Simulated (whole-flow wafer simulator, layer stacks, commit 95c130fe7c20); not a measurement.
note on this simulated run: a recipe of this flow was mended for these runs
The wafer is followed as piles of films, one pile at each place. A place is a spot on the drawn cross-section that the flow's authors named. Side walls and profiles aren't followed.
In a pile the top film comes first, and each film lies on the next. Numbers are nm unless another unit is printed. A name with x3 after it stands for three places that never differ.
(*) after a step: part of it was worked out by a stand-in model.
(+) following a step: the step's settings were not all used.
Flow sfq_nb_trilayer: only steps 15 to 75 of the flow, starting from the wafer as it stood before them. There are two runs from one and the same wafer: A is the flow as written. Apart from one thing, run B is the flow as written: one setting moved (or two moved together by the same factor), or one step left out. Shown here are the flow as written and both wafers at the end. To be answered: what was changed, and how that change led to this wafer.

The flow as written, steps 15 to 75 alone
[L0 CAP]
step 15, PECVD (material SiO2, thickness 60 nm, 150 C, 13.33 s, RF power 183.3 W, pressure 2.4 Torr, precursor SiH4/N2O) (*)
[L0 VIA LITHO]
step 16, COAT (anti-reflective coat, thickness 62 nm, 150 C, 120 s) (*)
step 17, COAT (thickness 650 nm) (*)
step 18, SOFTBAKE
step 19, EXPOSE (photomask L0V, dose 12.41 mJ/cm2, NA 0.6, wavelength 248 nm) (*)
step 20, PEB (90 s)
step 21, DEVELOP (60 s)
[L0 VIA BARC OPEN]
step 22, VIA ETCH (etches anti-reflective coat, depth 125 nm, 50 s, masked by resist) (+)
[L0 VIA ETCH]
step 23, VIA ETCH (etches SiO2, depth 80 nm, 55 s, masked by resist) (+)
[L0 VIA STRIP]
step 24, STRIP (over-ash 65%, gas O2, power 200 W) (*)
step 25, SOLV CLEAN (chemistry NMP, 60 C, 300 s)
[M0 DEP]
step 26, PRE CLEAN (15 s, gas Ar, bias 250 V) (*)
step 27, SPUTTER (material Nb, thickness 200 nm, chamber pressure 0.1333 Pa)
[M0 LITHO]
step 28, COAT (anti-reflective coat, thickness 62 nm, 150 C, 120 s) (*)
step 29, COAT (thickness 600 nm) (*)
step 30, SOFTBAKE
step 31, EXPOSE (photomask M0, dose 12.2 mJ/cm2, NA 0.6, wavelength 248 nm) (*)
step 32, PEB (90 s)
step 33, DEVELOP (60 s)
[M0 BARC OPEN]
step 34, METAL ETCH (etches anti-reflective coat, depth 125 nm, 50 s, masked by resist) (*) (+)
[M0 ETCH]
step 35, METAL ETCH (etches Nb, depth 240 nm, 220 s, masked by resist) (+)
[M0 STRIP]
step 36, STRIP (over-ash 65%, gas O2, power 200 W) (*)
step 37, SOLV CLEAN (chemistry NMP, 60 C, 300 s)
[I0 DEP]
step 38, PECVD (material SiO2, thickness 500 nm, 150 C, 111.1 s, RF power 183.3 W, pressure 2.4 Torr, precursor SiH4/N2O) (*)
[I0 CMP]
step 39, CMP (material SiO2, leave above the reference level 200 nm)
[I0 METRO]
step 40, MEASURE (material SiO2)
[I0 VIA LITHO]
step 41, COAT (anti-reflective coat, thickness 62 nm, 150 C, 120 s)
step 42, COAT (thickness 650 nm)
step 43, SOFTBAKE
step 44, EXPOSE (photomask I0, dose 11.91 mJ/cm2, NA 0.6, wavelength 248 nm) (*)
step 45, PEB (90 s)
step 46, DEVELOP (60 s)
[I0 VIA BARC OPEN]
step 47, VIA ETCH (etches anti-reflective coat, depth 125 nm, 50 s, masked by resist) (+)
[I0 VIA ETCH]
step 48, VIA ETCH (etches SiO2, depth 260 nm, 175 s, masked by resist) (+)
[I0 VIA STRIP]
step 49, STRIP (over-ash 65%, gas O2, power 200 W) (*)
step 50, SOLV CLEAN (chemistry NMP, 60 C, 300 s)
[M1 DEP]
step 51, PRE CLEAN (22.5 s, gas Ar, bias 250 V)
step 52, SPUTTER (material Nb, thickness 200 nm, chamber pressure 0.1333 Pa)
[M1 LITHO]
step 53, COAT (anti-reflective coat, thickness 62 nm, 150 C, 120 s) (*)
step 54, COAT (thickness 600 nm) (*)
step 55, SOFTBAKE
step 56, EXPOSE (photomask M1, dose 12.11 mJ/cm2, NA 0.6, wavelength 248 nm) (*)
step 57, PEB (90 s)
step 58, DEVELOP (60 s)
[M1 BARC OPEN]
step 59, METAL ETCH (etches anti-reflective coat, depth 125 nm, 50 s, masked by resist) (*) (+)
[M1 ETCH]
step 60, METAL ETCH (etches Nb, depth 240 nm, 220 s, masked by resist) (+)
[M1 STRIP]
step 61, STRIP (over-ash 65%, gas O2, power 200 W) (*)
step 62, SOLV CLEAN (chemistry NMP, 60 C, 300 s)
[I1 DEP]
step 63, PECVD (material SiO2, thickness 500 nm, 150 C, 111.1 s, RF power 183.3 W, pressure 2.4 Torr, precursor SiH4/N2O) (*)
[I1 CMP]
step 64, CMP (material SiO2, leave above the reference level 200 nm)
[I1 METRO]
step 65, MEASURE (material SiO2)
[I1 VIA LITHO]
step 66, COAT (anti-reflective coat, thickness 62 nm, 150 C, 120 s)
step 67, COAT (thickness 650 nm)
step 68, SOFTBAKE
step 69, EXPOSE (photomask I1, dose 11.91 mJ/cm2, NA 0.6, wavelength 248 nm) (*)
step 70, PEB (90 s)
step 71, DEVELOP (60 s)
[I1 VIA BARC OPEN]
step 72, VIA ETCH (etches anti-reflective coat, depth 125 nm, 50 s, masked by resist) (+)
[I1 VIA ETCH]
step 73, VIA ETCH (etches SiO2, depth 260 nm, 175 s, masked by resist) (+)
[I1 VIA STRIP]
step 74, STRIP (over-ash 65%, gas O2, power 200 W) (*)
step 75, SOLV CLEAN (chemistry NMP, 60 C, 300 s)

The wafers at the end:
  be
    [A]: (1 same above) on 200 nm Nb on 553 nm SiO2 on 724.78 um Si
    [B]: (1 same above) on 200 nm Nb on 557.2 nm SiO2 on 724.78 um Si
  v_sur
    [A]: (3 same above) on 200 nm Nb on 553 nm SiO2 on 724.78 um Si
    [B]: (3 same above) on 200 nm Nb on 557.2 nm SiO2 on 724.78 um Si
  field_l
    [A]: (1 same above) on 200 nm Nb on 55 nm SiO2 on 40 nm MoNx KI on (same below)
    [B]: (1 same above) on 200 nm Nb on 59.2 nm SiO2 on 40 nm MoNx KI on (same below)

What caused this: step 15, PECVD: RF power 210.8 W was run, whereas the flow has RF power 183.3 W.

Step by step, how the change led to this:
  step 15, PECVD (material SiO2, thickness 60 nm, 150 C, 13.33 s, RF power 183.3 W, pressure 2.4 Torr, precursor SiH4/N2O) (*)
      v_sur, via_wl, via_w and 97 more: A +60 SiO2 | B +64.2 SiO2
      field_l, l0_sur, l0v, l0r_line_l, l0r_line_c, l0r_line_r: A +60 SiO2 (new film) | B +64.2 SiO2 (new film)
  step 23, VIA ETCH (etches SiO2, depth 80 nm, 55 s, masked by resist) (+)
      l0v: A -59.7 SiO2 (all of it), -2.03 MoNx KI | B -63.9 SiO2 (all of it), -1.61 MoNx KI
  step 28, COAT (anti-reflective coat, thickness 62 nm, 150 C, 120 s) (*)
      l0_sur: A +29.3 anti-reflective coat (new film) | B +28 anti-reflective coat (new film)
  step 36, STRIP (over-ash 65%, gas O2, power 200 W) (*)
      l0_sur: A -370 KrF-resist-other-grade (all of it), -29.3 anti-reflective coat (all of it) | B -370.6 KrF-resist-other-grade (all of it), -28 anti-reflective coat (all of it)
